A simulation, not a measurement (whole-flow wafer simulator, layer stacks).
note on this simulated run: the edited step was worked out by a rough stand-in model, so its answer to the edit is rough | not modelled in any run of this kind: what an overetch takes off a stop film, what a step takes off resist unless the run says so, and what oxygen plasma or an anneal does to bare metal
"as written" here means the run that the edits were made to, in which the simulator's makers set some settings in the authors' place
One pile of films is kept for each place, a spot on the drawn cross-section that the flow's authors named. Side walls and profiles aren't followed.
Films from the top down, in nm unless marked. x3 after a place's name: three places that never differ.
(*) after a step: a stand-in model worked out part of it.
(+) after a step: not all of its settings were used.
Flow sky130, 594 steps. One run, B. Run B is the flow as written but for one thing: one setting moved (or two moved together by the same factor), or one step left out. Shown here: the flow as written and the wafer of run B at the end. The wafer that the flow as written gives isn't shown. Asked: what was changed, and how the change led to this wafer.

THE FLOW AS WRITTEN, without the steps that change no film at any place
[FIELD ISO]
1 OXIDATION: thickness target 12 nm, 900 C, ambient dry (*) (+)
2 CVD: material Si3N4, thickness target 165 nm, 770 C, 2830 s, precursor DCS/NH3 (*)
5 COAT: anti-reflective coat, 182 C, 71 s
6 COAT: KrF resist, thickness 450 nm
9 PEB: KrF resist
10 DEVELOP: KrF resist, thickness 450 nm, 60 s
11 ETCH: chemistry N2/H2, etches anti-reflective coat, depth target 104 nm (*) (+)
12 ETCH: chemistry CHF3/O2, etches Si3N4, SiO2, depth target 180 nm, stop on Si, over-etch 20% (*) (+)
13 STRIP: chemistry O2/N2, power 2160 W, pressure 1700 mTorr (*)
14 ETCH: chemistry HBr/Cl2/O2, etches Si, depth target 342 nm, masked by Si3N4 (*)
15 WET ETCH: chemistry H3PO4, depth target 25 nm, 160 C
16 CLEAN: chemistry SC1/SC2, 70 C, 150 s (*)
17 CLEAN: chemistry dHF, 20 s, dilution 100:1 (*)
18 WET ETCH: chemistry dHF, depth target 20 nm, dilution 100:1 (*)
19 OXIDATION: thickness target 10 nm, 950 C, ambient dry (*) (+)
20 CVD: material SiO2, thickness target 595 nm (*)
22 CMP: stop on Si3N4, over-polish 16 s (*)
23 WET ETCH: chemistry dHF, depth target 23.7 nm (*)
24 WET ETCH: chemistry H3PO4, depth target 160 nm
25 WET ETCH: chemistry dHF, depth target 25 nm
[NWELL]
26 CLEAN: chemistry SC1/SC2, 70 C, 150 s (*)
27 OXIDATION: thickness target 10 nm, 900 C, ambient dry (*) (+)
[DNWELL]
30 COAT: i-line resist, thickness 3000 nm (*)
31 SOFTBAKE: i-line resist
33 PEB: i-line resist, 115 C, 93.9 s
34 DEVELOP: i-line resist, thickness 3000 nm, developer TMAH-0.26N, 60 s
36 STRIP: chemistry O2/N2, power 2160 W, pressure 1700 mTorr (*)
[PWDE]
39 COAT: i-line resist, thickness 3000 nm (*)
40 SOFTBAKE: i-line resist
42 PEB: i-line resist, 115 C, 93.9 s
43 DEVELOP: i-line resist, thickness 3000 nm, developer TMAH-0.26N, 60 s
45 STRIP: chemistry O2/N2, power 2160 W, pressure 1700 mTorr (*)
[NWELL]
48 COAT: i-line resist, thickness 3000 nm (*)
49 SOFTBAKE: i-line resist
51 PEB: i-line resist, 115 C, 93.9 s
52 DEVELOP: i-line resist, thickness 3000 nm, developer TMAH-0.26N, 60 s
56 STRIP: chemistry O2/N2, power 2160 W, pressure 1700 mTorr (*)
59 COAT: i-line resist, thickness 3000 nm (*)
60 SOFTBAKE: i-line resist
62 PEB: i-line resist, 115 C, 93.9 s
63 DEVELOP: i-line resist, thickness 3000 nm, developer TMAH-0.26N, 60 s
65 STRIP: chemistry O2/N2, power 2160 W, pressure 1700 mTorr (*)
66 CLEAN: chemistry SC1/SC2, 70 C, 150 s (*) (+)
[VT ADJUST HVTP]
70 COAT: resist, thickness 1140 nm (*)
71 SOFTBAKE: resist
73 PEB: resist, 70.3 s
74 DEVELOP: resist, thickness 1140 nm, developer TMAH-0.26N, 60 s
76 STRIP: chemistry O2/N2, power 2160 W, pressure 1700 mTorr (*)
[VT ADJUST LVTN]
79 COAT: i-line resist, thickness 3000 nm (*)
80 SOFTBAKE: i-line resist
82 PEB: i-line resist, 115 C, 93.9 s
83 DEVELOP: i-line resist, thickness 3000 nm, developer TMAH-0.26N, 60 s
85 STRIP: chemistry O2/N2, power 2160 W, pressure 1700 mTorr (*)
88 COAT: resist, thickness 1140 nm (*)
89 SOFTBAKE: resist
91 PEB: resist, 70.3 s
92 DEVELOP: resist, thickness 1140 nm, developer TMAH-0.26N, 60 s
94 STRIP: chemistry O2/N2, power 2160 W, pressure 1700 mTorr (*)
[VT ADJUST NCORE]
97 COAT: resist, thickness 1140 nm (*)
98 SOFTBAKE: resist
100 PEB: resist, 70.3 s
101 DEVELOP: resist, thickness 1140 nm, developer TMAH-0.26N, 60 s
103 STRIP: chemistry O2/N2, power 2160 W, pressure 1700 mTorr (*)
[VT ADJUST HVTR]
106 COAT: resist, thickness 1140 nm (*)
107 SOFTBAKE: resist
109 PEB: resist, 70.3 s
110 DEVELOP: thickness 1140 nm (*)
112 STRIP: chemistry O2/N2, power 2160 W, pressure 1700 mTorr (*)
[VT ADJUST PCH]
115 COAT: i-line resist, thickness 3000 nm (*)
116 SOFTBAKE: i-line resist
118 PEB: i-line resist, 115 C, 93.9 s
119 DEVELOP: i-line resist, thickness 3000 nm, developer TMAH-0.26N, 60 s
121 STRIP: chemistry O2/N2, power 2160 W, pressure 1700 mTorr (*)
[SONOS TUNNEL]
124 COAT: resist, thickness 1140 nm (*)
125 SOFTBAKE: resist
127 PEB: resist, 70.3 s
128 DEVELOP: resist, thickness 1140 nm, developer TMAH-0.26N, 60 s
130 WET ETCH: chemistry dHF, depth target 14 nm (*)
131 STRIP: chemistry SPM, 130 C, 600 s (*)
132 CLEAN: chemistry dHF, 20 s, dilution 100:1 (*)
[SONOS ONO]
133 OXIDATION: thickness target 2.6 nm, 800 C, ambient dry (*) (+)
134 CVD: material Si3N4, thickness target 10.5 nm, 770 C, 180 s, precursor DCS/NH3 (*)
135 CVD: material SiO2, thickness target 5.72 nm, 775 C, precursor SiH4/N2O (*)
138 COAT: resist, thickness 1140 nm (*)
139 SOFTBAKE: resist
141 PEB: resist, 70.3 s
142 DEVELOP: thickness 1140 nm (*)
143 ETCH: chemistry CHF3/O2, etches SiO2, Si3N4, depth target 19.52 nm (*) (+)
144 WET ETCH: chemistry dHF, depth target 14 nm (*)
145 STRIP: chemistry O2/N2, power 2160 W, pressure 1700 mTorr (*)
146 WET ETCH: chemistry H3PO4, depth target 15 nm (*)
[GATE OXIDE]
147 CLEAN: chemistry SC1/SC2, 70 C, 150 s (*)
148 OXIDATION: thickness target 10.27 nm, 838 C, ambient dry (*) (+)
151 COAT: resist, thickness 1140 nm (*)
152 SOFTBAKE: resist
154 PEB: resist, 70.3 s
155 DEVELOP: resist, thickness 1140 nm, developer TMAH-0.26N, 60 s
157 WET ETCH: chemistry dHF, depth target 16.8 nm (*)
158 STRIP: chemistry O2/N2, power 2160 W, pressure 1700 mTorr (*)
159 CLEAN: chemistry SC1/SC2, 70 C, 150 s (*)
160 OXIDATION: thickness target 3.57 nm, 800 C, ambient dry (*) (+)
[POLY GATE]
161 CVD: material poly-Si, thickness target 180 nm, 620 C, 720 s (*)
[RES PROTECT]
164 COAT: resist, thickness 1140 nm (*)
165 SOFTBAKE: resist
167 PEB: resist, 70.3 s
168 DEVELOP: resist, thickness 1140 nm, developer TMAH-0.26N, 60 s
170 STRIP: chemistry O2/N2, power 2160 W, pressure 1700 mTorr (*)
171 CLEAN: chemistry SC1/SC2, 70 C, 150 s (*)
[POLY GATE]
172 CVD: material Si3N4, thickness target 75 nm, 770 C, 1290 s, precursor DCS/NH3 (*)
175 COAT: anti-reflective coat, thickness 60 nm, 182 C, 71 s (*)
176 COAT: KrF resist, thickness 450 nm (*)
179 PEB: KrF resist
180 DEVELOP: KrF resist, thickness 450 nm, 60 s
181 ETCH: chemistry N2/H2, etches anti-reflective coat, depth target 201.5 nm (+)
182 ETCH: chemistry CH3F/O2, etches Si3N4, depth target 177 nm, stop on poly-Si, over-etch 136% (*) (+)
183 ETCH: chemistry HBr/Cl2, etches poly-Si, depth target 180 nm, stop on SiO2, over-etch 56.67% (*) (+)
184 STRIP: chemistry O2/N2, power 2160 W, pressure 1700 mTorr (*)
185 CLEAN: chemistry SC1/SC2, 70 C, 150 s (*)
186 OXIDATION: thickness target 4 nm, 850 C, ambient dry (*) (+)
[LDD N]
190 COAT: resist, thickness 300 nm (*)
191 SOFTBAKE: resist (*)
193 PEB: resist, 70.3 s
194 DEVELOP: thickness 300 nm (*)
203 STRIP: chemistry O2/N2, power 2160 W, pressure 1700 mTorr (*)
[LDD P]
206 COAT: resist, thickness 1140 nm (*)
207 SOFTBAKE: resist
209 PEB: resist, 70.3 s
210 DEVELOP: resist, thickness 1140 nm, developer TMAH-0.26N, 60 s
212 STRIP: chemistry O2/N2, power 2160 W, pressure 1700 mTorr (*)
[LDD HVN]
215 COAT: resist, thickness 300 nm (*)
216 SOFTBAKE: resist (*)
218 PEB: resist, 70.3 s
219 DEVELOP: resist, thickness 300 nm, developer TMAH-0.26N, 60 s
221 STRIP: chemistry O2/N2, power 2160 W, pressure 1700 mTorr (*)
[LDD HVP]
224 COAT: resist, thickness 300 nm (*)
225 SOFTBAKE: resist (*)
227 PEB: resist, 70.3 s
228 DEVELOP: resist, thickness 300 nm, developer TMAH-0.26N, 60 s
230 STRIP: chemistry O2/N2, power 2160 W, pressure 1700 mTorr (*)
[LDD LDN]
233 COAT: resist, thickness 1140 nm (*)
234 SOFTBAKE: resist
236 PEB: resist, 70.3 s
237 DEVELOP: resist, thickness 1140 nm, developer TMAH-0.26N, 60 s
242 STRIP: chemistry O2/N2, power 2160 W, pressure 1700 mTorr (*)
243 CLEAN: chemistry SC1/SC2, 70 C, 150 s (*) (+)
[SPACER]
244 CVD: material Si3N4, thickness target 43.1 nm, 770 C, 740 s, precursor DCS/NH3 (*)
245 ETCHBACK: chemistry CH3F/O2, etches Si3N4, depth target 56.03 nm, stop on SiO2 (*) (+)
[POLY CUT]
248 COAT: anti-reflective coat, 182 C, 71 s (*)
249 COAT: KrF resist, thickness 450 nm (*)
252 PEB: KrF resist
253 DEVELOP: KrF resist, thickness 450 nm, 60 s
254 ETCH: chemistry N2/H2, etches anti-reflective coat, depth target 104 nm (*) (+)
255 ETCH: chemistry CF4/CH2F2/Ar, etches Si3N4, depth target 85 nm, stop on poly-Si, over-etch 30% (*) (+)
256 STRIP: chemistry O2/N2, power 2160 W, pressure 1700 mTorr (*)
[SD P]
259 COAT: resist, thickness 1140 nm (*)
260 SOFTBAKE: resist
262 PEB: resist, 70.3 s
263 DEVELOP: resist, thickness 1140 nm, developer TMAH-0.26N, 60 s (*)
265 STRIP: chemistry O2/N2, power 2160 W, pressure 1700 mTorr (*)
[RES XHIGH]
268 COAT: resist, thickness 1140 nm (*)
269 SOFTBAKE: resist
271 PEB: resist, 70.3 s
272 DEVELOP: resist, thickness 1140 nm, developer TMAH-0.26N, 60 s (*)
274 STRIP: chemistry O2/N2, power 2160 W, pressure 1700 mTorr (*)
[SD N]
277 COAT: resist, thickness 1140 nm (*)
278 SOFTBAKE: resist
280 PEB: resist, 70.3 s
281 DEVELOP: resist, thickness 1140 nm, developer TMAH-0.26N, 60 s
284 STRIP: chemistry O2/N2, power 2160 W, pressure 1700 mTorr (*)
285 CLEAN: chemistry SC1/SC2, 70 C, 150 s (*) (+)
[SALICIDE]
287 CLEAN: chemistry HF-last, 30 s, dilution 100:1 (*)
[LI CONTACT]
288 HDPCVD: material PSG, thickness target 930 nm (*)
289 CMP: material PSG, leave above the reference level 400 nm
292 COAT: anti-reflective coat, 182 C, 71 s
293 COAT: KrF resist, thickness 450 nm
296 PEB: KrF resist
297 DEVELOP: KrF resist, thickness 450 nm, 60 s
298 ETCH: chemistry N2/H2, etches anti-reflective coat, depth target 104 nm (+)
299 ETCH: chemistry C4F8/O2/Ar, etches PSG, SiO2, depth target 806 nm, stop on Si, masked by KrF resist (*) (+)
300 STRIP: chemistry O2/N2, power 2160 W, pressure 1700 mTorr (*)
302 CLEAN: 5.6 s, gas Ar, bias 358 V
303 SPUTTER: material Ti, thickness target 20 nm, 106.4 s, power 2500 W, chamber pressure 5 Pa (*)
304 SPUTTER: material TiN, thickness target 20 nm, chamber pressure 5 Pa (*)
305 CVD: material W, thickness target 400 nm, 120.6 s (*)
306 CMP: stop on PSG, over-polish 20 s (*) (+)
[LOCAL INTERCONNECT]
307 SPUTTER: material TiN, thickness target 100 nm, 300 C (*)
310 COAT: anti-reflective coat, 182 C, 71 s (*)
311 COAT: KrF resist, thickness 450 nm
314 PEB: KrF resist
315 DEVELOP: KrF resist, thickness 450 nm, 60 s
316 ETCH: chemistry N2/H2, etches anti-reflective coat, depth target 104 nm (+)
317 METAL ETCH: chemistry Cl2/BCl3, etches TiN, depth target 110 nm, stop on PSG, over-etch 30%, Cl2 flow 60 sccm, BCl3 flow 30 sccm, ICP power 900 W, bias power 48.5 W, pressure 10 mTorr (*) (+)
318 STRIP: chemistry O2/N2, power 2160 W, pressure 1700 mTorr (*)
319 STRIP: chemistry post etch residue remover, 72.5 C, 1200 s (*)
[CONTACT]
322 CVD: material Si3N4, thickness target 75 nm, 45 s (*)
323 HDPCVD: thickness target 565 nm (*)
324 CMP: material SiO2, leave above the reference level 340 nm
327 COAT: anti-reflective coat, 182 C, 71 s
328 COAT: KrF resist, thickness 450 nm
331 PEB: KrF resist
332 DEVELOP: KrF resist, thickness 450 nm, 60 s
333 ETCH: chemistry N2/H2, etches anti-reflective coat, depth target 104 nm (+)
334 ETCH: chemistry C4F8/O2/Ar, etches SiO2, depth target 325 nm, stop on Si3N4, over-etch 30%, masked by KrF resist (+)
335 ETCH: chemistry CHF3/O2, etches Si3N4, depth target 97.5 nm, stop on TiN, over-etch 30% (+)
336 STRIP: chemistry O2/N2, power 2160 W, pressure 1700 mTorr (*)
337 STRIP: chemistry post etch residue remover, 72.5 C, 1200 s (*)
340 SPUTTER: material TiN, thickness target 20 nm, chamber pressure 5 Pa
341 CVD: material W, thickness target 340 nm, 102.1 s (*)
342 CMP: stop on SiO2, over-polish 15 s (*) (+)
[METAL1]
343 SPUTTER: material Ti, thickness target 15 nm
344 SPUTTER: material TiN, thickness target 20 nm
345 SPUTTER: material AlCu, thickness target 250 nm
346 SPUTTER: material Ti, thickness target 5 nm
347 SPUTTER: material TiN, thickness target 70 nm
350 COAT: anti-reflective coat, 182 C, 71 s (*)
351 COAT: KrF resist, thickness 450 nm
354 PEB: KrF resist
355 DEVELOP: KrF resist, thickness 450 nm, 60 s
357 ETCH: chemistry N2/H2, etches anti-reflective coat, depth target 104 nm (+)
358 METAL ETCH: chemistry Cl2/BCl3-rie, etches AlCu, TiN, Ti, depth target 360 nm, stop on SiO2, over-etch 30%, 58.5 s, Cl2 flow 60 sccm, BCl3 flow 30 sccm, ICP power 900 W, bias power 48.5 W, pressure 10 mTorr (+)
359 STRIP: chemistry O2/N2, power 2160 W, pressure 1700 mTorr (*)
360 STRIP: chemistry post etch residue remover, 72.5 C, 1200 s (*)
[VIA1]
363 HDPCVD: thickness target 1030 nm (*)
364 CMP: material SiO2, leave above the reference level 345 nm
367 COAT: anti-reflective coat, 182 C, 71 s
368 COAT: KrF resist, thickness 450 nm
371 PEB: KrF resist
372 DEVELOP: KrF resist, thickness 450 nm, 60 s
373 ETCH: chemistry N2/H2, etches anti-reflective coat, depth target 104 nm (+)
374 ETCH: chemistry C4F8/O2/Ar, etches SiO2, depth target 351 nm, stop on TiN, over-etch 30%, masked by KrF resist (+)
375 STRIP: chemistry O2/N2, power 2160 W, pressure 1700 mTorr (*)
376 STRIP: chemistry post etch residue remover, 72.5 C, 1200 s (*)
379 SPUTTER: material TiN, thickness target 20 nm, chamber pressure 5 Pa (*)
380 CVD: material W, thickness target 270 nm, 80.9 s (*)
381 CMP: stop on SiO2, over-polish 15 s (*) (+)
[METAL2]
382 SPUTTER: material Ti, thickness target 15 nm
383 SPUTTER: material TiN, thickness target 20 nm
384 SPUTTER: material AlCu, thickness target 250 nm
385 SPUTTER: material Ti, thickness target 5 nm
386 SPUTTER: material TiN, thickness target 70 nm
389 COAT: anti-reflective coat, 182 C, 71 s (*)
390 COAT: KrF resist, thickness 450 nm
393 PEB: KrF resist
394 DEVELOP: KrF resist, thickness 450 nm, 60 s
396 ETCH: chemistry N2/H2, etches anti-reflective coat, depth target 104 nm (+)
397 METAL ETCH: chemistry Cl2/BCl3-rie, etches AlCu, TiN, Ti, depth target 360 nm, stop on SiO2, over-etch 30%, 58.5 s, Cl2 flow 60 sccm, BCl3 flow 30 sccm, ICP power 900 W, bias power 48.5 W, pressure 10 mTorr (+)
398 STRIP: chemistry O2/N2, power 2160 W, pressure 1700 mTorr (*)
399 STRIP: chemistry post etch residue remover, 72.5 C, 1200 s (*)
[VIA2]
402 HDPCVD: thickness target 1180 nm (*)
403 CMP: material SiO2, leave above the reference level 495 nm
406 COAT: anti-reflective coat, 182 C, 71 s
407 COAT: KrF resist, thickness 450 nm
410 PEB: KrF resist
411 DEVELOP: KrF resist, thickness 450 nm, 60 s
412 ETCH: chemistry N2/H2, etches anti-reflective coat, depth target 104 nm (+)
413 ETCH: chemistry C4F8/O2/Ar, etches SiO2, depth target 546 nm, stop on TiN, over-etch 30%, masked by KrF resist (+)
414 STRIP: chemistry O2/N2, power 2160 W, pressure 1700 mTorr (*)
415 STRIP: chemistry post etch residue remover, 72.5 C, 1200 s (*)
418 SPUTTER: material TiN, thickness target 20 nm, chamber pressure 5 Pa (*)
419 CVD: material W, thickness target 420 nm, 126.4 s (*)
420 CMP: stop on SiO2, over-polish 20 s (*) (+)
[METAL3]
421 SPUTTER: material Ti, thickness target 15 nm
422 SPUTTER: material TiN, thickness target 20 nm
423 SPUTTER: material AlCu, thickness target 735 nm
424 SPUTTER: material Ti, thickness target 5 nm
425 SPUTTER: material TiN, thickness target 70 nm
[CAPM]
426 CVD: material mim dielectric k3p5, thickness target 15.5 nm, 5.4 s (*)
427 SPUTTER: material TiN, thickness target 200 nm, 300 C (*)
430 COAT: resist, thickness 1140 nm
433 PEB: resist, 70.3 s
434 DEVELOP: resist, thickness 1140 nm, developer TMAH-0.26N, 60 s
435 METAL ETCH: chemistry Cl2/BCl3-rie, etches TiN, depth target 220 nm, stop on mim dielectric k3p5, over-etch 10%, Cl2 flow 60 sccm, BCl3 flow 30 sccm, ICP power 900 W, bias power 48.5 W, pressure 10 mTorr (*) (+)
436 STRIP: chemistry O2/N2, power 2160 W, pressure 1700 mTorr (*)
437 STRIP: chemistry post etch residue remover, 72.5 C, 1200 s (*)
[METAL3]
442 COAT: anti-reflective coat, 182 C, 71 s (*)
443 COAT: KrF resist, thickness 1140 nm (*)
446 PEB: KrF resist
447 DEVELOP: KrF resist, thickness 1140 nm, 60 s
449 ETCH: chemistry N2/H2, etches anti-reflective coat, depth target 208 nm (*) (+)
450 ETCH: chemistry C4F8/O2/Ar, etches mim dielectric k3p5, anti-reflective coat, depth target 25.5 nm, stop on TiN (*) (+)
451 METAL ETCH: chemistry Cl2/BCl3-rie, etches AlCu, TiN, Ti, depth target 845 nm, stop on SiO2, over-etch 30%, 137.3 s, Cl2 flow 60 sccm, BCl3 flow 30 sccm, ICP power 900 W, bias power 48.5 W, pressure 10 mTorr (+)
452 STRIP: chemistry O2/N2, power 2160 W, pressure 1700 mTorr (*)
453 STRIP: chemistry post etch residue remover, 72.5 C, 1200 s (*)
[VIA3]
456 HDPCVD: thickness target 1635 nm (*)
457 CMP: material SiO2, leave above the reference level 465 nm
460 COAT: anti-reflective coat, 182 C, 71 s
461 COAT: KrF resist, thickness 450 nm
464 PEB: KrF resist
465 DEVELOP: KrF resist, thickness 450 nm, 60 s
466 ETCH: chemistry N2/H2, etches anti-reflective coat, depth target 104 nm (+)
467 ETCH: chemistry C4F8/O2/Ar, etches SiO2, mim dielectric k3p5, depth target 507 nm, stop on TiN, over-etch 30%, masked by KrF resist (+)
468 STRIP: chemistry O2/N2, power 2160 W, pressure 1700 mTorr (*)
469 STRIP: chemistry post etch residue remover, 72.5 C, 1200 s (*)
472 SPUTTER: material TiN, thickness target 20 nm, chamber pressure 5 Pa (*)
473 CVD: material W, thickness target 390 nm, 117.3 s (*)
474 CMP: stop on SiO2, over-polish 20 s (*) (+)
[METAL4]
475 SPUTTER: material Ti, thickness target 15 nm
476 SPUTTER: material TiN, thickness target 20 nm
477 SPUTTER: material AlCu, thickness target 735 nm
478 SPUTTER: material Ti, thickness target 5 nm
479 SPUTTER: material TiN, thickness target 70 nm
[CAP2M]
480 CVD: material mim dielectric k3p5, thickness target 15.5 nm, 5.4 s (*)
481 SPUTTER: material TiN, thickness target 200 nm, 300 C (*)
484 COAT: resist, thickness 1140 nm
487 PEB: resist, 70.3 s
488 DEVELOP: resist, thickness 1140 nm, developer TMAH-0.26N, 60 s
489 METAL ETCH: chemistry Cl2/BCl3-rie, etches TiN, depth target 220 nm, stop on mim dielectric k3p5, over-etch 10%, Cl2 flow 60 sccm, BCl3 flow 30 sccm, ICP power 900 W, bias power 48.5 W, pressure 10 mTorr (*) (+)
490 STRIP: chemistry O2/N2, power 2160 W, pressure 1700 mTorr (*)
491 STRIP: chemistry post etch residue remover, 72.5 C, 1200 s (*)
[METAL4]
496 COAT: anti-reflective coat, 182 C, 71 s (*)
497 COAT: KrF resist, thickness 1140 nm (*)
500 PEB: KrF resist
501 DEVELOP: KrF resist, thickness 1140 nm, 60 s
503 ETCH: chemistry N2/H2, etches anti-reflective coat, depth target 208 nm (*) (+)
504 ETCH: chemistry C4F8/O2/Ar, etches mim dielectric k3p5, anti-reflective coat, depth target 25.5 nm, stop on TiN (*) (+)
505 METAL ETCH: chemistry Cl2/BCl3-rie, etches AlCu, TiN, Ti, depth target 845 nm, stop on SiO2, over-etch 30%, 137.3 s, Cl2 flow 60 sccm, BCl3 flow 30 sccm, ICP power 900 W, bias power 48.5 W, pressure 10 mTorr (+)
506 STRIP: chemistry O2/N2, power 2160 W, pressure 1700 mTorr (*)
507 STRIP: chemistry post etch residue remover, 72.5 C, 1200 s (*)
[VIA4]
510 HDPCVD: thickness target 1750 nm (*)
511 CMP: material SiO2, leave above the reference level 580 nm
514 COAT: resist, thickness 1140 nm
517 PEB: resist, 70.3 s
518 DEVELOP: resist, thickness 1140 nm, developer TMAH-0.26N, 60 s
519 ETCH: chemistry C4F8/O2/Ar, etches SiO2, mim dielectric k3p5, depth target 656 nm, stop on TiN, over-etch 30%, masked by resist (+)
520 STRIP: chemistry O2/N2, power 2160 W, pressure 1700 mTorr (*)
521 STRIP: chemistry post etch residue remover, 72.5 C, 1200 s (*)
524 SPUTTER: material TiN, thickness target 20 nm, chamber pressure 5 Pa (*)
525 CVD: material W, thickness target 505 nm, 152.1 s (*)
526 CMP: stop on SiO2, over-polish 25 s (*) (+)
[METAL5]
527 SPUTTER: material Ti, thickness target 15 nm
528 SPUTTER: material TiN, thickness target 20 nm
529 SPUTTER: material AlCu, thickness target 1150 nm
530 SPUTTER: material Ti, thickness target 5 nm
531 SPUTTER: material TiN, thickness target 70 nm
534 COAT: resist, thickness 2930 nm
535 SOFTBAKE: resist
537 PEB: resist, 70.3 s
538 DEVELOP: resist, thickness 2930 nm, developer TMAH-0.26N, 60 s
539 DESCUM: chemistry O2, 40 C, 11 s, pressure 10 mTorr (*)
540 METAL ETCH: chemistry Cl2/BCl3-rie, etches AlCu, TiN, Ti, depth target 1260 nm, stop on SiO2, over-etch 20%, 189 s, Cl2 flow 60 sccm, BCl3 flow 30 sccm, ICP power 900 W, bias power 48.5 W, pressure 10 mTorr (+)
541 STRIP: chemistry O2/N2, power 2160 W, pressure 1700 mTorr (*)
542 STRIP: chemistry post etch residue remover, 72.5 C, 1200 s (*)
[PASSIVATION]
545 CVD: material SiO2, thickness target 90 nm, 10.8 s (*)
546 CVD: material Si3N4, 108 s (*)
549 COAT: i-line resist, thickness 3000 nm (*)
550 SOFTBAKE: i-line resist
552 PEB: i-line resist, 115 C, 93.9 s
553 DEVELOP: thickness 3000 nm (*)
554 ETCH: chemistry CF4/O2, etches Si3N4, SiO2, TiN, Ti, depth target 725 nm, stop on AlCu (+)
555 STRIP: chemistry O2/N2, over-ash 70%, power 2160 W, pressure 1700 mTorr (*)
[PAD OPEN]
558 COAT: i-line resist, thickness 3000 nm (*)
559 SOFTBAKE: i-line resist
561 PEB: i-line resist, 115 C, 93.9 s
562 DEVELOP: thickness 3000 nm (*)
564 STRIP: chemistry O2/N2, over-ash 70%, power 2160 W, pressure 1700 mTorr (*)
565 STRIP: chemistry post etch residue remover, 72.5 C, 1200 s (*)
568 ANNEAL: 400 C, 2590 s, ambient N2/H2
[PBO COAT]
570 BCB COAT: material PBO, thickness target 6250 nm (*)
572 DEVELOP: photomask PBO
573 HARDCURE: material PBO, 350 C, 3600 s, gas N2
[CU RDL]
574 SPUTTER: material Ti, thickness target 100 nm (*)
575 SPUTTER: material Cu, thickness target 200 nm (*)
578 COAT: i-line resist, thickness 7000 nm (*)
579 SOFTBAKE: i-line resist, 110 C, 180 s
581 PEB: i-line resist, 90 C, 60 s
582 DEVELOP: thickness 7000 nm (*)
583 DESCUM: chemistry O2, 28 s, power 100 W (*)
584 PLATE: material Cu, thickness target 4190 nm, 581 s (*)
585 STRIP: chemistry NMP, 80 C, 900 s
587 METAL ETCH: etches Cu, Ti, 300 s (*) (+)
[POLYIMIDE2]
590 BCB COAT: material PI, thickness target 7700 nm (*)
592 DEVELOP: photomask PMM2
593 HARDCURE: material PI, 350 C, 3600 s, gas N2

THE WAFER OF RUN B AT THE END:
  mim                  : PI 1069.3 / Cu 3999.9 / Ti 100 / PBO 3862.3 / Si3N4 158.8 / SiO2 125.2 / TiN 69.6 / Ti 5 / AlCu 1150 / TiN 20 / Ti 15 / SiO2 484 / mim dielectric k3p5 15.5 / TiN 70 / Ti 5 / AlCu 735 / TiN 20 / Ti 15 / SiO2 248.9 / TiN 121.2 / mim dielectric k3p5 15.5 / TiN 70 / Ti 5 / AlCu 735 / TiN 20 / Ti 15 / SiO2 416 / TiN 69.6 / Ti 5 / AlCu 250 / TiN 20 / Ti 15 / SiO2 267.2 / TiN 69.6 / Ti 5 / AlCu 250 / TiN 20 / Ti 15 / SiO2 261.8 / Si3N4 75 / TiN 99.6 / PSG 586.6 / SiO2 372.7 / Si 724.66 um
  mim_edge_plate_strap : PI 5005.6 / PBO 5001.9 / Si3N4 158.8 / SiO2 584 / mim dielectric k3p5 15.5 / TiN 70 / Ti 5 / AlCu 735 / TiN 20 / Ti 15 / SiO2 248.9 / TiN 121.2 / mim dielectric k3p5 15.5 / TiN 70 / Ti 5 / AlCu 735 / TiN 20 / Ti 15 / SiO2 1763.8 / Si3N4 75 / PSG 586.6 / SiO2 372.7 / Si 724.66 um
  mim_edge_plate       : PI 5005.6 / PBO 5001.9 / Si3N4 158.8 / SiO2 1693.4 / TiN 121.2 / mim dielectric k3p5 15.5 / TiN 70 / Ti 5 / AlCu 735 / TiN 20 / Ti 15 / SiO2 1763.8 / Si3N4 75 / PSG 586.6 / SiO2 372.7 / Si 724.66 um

The cause: step 427, SPUTTER: thickness target 122 nm was run, where the flow has thickness target 200 nm.

How the change led to this, step by step:
  427 SPUTTER: material TiN, thickness target 200 nm, 300 C (*)
      field, active, n_well and 188 more: TiN +122 (new film) (as written it would be: TiN +200 (new film))
  435 METAL ETCH: chemistry Cl2/BCl3-rie, etches TiN, depth target 220 nm, stop on mim dielectric k3p5, over-etch 10%, Cl2 flow 60 sccm, BCl3 flow 30 sccm, ICP power 900 W, bias power 48.5 W, pressure 10 mTorr (*) (+)
      field, active, n_well and 185 more: TiN -122 (all of it) (as written it would be: TiN -200 (all of it))
      mim, mim_edge_plate_strap, mim_edge_plate: resist -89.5 (as written it would be: resist -146.7)
  436 STRIP: chemistry O2/N2, power 2160 W, pressure 1700 mTorr (*)
      mim, mim_edge_plate_strap, mim_edge_plate: resist -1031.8 (all of it) (as written it would be: resist -974.6 (all of it))
  442 COAT: anti-reflective coat, 182 C, 71 s (*)
      poly_licon, rpo_hd_licon: anti-reflective coat +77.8 (new film) (as written it would be: anti-reflective coat +57.6 (new film))
      mim: anti-reflective coat +29.7 (new film) (as written it would be: anti-reflective coat +40.4 (new film))
      (and at 6 more places)
  443 COAT: KrF resist, thickness 1140 nm (*)
      mim_edge_plate_strap, mim_edge_plate: KrF resist +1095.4 (new film) (as written it would be: KrF resist +1017.4 (new film))
      mim: KrF resist +1091.1 (new film) (as written it would be: KrF resist +1025.5 (new film))
      (and at 2 more places)
  447 DEVELOP: KrF resist, thickness 1140 nm, 60 s
      rxpo_ln: KrF resist -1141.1 (all of it) (as written it would be: KrF resist -1165.6 (all of it))
  449 ETCH: chemistry N2/H2, etches anti-reflective coat, depth target 208 nm (*) (+)
      poly_licon, rpo_hd_licon: anti-reflective coat -77.8 (all of it) (as written it would be: anti-reflective coat -57.6 (all of it))
      rpo_hd: anti-reflective coat -74.7 (all of it) (as written it would be: anti-reflective coat -62 (all of it))
      (and at 2 more places)
  452 STRIP: chemistry O2/N2, power 2160 W, pressure 1700 mTorr (*)
      mim_edge_plate_strap, mim_edge_plate: KrF resist -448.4 (all of it), anti-reflective coat -3 (all of it) (as written it would be: KrF resist -370.5 (all of it), anti-reflective coat -3 (all of it))
      mim: KrF resist -444.1 (all of it), anti-reflective coat -29.7 (all of it) (as written it would be: KrF resist -378.7 (all of it), anti-reflective coat -40.4 (all of it))
      (and at 3 more places)
  457 CMP: material SiO2, leave above the reference level 465 nm
      mim, mim_edge_plate_strap, mim_edge_plate: SiO2 -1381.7 (as written it would be: SiO2 -1459.7)
